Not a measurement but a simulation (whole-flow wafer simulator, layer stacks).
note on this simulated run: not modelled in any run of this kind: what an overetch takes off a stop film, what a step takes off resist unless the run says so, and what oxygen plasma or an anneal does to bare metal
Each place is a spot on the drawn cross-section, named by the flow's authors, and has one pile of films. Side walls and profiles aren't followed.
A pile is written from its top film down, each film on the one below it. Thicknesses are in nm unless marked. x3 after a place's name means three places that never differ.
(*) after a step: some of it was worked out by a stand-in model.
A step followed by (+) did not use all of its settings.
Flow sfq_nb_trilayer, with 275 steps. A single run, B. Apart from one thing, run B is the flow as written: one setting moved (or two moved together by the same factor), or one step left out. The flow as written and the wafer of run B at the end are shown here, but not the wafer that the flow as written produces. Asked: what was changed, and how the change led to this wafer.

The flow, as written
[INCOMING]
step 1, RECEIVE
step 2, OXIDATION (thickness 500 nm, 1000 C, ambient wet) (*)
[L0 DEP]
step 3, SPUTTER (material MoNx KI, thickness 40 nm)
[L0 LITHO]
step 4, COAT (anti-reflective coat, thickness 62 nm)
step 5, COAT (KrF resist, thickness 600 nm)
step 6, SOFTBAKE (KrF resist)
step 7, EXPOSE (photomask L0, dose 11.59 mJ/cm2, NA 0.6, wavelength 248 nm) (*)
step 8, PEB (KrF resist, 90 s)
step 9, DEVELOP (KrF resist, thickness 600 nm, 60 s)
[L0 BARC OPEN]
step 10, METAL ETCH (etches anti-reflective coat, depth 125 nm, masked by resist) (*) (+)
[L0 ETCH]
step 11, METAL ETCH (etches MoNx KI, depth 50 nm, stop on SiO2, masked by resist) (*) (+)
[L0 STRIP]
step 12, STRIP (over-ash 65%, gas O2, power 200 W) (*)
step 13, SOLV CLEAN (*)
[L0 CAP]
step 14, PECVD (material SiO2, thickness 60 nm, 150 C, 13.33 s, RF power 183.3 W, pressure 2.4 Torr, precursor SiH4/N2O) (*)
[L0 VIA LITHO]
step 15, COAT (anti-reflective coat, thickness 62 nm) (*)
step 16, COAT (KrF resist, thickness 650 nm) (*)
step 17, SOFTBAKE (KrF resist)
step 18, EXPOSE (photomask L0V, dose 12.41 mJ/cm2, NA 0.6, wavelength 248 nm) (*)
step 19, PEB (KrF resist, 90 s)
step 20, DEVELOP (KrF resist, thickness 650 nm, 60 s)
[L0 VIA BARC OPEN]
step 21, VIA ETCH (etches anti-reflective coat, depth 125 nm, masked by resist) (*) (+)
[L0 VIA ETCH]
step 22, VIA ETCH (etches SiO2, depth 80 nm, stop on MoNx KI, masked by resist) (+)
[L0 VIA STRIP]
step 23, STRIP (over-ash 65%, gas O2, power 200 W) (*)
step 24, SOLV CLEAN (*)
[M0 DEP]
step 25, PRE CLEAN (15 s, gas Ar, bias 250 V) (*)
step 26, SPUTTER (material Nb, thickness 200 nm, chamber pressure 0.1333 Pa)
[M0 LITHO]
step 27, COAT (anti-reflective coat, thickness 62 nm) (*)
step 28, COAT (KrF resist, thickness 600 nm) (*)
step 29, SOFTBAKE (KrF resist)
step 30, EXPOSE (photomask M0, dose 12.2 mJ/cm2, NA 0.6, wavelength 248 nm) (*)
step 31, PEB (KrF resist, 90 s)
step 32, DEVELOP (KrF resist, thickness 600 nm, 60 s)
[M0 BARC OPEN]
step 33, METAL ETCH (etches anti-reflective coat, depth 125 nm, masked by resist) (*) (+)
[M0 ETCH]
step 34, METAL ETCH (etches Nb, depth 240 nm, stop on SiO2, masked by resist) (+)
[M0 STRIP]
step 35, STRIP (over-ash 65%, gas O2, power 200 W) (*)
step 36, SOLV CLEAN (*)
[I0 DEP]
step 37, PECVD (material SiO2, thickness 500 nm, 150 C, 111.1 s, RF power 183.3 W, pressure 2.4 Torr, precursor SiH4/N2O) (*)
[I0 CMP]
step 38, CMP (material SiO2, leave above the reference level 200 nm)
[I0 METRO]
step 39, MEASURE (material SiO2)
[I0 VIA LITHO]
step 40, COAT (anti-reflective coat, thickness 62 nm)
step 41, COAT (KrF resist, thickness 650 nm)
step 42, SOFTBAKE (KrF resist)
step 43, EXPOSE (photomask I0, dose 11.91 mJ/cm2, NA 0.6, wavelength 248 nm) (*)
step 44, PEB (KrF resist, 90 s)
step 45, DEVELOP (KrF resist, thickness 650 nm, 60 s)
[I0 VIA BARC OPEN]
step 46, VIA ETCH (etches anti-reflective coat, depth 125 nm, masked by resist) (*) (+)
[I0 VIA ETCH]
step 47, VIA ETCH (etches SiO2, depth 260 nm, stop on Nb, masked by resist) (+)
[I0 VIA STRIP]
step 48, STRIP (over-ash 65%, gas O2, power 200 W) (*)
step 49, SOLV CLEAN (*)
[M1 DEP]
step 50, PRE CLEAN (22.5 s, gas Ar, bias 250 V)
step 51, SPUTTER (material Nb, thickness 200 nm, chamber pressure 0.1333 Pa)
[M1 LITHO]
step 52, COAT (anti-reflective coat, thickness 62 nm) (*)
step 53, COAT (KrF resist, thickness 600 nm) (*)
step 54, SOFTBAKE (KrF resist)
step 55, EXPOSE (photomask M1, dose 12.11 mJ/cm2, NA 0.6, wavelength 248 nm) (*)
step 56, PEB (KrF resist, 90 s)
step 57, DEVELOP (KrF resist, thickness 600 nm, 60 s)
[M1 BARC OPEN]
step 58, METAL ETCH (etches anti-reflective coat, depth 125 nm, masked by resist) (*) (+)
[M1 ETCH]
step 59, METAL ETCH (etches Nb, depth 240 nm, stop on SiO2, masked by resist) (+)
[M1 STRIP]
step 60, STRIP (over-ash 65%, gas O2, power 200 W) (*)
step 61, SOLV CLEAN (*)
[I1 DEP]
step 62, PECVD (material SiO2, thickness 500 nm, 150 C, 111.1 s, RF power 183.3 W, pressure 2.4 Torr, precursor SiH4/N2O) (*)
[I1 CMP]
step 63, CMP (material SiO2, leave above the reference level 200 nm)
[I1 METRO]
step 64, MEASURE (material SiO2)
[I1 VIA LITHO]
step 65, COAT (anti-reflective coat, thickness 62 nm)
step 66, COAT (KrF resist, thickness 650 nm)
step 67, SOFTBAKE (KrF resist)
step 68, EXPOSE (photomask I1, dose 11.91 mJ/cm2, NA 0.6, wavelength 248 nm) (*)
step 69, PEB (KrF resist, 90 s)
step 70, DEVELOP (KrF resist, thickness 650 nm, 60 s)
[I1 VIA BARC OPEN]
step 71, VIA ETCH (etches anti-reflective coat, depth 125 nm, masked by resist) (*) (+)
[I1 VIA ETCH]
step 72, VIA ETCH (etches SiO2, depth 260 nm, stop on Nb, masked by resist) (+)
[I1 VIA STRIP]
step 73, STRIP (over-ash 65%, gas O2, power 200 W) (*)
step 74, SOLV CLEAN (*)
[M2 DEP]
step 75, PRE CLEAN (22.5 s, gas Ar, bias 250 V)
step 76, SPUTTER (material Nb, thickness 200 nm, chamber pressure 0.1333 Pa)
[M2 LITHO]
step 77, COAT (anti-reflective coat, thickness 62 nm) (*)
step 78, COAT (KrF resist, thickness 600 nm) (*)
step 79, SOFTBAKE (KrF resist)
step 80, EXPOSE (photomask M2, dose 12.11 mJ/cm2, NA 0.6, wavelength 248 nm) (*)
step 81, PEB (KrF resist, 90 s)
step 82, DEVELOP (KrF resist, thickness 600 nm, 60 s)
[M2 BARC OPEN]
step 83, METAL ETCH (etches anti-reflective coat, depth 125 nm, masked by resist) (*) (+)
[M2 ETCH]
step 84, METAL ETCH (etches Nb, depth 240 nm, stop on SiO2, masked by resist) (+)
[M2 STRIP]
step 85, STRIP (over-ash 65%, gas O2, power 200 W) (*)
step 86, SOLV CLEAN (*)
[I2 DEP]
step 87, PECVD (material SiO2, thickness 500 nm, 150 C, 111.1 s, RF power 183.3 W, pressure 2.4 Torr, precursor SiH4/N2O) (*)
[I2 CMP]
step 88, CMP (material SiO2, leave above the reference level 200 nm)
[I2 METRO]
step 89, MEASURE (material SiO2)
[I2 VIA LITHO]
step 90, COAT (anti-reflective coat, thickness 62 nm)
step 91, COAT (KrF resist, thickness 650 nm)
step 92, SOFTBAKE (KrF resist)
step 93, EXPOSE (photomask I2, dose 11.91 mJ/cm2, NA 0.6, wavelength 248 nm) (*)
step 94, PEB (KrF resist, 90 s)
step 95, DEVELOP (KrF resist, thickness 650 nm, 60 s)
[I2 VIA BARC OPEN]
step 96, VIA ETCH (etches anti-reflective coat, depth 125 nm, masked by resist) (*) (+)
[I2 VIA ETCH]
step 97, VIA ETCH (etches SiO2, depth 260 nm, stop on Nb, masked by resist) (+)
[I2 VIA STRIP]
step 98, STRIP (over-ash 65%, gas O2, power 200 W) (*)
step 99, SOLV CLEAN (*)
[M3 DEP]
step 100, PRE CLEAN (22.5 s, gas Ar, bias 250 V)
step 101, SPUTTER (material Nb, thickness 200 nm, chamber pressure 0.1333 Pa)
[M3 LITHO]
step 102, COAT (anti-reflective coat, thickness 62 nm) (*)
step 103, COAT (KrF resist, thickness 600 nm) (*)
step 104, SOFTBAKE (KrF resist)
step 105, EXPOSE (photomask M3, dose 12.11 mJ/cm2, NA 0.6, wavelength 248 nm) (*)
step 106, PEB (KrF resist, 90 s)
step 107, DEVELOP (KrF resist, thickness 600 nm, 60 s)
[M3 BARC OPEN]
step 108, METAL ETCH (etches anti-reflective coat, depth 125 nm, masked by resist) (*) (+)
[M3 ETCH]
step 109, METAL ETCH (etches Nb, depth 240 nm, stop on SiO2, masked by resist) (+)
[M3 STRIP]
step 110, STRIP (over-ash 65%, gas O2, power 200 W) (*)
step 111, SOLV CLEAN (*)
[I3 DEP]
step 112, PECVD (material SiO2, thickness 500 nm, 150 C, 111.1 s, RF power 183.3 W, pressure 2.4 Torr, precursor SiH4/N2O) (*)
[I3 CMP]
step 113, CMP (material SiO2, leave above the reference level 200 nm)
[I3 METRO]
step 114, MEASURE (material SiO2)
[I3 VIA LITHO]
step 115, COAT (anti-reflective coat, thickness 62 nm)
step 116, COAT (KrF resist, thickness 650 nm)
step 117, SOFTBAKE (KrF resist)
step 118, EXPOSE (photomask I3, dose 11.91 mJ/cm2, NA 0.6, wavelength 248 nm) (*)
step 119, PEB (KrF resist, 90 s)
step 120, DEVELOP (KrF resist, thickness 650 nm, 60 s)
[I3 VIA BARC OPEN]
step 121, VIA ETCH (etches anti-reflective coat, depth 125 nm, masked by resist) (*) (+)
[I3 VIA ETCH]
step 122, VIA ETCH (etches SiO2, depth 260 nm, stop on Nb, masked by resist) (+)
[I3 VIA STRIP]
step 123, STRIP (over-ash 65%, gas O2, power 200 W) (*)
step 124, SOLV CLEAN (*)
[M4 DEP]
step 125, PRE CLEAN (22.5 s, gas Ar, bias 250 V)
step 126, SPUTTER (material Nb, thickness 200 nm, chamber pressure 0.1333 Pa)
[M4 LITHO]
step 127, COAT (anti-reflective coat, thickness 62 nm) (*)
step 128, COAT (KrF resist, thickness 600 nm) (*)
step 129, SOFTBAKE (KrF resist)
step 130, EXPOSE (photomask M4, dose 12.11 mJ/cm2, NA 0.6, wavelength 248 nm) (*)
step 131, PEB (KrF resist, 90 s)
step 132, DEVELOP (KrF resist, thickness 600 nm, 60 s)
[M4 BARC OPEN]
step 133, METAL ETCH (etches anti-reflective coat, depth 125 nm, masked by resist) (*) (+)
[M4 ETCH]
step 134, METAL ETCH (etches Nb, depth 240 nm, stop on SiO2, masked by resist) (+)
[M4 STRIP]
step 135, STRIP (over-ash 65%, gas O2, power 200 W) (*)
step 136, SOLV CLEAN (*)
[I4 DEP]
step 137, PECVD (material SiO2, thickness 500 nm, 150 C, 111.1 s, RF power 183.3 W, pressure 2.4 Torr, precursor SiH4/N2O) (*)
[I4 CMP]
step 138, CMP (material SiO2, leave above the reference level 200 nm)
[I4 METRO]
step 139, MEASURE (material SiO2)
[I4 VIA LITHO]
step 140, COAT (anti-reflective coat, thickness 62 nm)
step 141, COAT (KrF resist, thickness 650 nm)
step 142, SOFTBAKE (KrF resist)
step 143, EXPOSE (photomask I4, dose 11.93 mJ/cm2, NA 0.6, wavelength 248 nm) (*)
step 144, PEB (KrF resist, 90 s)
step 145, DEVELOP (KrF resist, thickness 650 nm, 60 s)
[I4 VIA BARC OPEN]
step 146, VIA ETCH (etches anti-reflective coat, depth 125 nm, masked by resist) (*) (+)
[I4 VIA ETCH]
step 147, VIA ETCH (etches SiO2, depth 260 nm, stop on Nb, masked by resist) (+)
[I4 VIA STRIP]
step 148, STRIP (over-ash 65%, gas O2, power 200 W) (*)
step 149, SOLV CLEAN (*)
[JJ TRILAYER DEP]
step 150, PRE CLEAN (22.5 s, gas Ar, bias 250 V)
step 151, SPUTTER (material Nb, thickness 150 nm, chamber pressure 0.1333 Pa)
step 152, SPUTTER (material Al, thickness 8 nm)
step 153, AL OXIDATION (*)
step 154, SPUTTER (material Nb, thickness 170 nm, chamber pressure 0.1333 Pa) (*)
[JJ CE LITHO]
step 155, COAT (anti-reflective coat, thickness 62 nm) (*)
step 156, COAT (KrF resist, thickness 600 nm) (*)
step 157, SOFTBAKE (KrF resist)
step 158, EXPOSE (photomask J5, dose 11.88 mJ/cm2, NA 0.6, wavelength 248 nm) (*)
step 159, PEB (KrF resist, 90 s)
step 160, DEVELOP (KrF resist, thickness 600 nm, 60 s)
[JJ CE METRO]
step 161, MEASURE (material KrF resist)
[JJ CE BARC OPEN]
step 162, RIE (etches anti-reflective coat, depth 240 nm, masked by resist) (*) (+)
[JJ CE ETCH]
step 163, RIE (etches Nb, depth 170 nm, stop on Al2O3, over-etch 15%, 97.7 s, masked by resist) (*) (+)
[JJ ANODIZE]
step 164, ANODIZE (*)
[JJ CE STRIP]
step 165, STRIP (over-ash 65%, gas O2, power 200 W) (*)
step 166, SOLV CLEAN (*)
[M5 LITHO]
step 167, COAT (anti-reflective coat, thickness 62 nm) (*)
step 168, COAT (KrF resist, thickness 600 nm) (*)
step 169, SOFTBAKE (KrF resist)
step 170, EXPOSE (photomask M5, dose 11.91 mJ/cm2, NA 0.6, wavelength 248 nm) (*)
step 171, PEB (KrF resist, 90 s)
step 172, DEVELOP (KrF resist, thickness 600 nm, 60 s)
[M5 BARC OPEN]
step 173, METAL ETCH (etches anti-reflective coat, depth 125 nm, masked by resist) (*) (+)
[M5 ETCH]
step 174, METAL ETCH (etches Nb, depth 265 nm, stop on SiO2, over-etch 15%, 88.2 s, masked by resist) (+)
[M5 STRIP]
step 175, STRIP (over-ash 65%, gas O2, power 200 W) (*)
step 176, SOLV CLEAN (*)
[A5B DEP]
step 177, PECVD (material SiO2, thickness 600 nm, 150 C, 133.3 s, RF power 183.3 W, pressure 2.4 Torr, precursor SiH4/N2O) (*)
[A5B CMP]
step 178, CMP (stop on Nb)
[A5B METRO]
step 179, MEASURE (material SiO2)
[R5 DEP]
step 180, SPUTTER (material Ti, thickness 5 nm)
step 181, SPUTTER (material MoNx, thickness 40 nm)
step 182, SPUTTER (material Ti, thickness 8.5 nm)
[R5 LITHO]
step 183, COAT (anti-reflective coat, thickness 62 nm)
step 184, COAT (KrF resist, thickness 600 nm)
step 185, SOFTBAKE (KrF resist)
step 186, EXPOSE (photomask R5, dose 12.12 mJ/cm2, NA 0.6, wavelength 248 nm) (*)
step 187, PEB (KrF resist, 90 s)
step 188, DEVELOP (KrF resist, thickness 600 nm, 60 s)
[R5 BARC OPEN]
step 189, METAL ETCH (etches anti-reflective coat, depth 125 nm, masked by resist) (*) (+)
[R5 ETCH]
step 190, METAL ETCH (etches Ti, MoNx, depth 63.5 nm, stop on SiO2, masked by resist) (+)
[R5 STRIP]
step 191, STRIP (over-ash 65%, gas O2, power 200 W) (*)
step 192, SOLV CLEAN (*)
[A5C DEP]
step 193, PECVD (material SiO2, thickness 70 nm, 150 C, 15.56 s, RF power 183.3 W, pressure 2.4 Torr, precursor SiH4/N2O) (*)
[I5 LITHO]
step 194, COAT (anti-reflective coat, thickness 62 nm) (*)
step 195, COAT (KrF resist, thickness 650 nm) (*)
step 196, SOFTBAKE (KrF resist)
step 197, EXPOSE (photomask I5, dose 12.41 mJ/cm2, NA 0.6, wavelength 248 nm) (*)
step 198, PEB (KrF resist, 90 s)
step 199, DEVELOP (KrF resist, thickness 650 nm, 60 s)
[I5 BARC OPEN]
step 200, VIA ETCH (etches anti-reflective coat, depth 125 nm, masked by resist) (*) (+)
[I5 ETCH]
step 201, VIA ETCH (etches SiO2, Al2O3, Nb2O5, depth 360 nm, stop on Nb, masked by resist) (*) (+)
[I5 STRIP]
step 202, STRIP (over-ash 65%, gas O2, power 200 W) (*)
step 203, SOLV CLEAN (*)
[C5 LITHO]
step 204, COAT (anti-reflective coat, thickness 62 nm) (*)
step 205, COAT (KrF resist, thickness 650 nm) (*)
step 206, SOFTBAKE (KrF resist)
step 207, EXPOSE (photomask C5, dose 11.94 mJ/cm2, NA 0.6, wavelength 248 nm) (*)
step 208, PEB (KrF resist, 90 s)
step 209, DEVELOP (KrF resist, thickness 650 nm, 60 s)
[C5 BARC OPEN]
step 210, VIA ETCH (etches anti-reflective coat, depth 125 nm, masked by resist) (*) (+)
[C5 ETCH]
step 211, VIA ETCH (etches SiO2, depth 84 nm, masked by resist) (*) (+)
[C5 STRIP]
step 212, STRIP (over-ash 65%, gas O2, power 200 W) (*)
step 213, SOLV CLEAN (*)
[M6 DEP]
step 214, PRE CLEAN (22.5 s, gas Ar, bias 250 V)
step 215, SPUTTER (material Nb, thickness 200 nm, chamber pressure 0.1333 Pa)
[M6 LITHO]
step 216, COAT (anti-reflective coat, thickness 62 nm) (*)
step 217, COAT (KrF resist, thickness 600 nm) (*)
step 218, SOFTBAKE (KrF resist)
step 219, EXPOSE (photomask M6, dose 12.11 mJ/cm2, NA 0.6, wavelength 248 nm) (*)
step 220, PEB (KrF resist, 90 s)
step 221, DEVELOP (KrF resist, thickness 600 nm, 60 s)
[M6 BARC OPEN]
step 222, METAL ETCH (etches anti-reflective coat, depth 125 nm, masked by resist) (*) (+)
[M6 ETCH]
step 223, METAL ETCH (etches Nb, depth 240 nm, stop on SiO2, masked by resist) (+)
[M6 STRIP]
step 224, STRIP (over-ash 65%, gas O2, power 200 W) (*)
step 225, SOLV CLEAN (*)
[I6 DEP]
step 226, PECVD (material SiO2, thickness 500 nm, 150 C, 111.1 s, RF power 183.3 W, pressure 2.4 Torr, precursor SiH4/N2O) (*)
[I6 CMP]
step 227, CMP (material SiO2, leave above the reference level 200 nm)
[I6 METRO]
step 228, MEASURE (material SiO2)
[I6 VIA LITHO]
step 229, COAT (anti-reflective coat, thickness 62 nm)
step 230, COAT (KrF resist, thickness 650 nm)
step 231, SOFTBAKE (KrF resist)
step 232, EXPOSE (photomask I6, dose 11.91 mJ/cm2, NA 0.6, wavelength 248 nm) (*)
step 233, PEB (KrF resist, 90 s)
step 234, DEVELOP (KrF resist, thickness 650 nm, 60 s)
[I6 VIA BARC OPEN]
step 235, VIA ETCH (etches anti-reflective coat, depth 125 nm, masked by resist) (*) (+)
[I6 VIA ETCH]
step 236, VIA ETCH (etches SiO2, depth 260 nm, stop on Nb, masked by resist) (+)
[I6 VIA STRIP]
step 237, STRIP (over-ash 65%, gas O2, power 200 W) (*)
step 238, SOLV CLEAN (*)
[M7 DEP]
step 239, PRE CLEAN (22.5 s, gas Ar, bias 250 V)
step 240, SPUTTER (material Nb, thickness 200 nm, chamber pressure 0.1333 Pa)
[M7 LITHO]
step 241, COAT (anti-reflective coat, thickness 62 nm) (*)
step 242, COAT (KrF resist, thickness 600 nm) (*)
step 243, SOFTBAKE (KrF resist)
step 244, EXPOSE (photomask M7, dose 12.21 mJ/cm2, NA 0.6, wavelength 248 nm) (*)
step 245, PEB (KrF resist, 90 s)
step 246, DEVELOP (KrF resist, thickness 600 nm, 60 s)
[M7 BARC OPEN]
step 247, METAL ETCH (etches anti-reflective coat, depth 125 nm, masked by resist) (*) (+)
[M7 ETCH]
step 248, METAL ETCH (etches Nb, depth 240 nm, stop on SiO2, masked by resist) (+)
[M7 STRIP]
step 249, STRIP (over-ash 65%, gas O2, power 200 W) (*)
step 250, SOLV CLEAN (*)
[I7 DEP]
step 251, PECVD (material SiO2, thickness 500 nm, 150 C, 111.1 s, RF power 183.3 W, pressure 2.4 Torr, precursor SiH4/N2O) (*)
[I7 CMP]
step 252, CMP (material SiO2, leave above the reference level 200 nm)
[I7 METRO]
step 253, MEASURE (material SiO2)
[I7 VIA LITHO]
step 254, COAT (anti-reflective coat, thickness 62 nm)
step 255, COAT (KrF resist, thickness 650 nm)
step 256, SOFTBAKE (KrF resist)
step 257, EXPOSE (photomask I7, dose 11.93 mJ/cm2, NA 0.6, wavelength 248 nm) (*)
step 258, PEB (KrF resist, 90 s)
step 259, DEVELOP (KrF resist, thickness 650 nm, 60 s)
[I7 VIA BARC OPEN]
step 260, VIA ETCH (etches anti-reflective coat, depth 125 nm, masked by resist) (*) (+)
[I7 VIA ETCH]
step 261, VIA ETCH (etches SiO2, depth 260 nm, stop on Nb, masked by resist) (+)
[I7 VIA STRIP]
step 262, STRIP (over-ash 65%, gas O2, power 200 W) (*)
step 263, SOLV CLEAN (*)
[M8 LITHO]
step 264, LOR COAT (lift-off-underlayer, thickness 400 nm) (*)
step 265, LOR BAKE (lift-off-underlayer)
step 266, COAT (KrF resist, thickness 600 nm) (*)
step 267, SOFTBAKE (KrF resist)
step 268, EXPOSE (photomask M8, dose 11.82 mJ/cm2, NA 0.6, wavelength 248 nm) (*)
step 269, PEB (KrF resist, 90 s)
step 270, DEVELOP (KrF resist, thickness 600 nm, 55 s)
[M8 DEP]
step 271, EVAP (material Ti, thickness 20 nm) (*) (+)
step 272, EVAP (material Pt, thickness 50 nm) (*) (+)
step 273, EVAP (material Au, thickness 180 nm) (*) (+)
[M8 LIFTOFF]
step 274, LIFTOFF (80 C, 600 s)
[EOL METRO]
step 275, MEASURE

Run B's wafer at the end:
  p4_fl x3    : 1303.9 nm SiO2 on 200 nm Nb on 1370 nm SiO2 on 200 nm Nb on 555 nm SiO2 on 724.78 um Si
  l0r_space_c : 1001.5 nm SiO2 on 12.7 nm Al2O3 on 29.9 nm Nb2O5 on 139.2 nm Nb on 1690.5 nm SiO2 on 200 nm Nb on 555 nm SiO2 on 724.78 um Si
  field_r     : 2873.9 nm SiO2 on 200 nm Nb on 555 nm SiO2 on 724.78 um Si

Cause: step 138, CMP: leave above the reference level 128 nm was run, though the flow has leave above the reference level 200 nm.

Step by step, how the change led to this:
  step 138, CMP (material SiO2, leave above the reference level 200 nm)
      field_l, be, be_sur and 55 more: SiO2 loses 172 (as written it would have been: SiO2 loses 100)
      v_sur, via_wl, via_w and 35 more: SiO2 loses 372 (as written it would have been: SiO2 loses 300)
      (and at 10 other places as well)
  step 147, VIA ETCH (etches SiO2, depth 260 nm, stop on Nb, masked by resist) (+)
      field_l, v_sur, via_sp and 100 more: KrF resist loses 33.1 (as written it would have been: KrF resist loses 44.8)
      via_wl, via_w, via_wr: SiO2 loses 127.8 (all of it) (as written it would have been: SiO2 loses 199.8 (all of it))
  step 148, STRIP (over-ash 65%, gas O2, power 200 W) (*)
      field_l, v_sur, via_sp and 100 more: KrF resist loses 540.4 (all of it), anti-reflective coat loses 62 (all of it) (as written it would have been: KrF resist loses 528.6 (all of it), anti-reflective coat loses 62 (all of it))
  step 151, SPUTTER (material Nb, thickness 150 nm, chamber pressure 0.1333 Pa)
      via_wl, via_w, via_wr: Nb gains 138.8 (as written it would have been: Nb gains 130.4)
  step 152, SPUTTER (material Al, thickness 8 nm)
      via_wl, via_wr: Al gains 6 (new film) (as written it would have been: Al gains 5.14 (new film))
      via_w: Al gains 7.78 (new film) (as written it would have been: Al gains 7.12 (new film))
  step 154, SPUTTER (material Nb, thickness 170 nm, chamber pressure 0.1333 Pa) (*)
      via_wl, via_wr: Nb gains 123 (new film) (as written it would have been: Nb gains 140.7 (new film))
      via_w: Nb gains 165.6 (new film) (as written it would have been: Nb gains 141 (new film))
  step 155, COAT (anti-reflective coat, thickness 62 nm) (*)
      via_wl, via_wr: anti-reflective coat gains 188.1 (new film) (as written it would have been: anti-reflective coat gains 209.4 (new film))
      v_sur: anti-reflective coat gains 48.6 (new film) (as written it would have been: anti-reflective coat gains 45.1 (new film))
      (and at 2 other places as well)
  step 156, COAT (KrF resist, thickness 600 nm) (*)
      via_wl: KrF resist gains 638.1 (new film) (as written it would have been: KrF resist gains 663 (new film))
      via_w: KrF resist gains 685.5 (new film) (as written it would have been: KrF resist gains 763.8 (new film))
      (and at 1 other place as well)
  step 160, DEVELOP (KrF resist, thickness 600 nm, 60 s)
      via_wl: KrF resist loses 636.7 (all of it) (as written it would have been: KrF resist loses 661.6 (all of it))
      via_w: KrF resist loses 684 (all of it) (as written it would have been: KrF resist loses 762.1 (all of it))
      (and at 1 other place as well)
  step 162, RIE (etches anti-reflective coat, depth 240 nm, masked by resist) (*) (+)
      ce_l, c5j, ce_r, wl_jj: KrF resist loses 188.1 (as written it would have been: KrF resist loses 209.4)
      via_wl, via_wr: anti-reflective coat loses 188.1 (all of it) (as written it would have been: anti-reflective coat loses 209.4 (all of it))
      (and at 3 other places as well)
  step 163, RIE (etches Nb, depth 170 nm, stop on Al2O3, over-etch 15%, 97.7 s, masked by resist) (*) (+)
      via_w: Nb loses 165.6 (all of it), Al2O3 loses 0.6 (as written it would have been: Nb loses 141 (all of it), Al2O3 loses 0.96 (all of it))
      via_wl, via_wr: Nb loses 123 (all of it), Al2O3 loses 0.96 (all of it) (as written it would have been: Nb loses 140.7 (all of it), Al2O3 loses 0.96 (all of it))
  step 164, ANODIZE (*)
      via_w: Al2O3 gains 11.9, Nb2O5 gains 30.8 (new film), Al loses 7.2 (all of it), Nb loses 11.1 (as written it would have been: Al2O3 gains 10.8 (new film), Nb2O5 gains 33.3 (new film), Al loses 6.54 (all of it), Nb loses 12)
      via_wl, via_wr: Al2O3 gains 8.95 (new film), Nb2O5 gains 36.6 (new film), Al loses 5.42 (all of it), Nb loses 13.2 (as written it would have been: Al2O3 gains 7.52 (new film), Nb2O5 gains 39.2 (new film), Al loses 4.56 (all of it), Nb loses 14.1)
  step 165, STRIP (over-ash 65%, gas O2, power 200 W) (*)
      c5j, ce_r: KrF resist loses 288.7 (all of it), anti-reflective coat loses 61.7 (all of it) (as written it would have been: KrF resist loses 266.9 (all of it), anti-reflective coat loses 61.5 (all of it))
      ce_l: KrF resist loses 288.6 (all of it), anti-reflective coat loses 61.7 (all of it) (as written it would have been: KrF resist loses 266.8 (all of it), anti-reflective coat loses 61.4 (all of it))
      (and at 1 other place as well)
  step 167, COAT (anti-reflective coat, thickness 62 nm) (*)
      via_wl: anti-reflective coat gains 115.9 (new film) (as written it would have been: anti-reflective coat gains 170.5 (new film))
      via_w: anti-reflective coat gains 74.6 (new film) (as written it would have been: anti-reflective coat gains 84.1 (new film))
      (and at 2 other places as well)
  step 168, COAT (KrF resist, thickness 600 nm) (*)
      v_sur: KrF resist gains 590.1 (new film) (as written it would have been: KrF resist gains 577.9 (new film))
      via_w: KrF resist gains 683.2 (new film) (as written it would have been: KrF resist gains 732.6 (new film))
  step 175, STRIP (over-ash 65%, gas O2, power 200 W) (*)
      v_sur: KrF resist loses 361.3 (all of it), anti-reflective coat loses 45.2 (all of it) (as written it would have been: KrF resist loses 349.2 (all of it), anti-reflective coat loses 44.9 (all of it))
      via_wl: KrF resist loses 418.9 (all of it), anti-reflective coat loses 115.9 (all of it) (as written it would have been: KrF resist loses 427 (all of it), anti-reflective coat loses 170.5 (all of it))
      (and at 3 other places as well)
  step 178, CMP (stop on Nb)
      via_wl, via_wr: SiO2 loses 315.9 (as written it would have been: SiO2 loses 235.7)
      via_w: SiO2 loses 315.4 (as written it would have been: SiO2 loses 235.2)
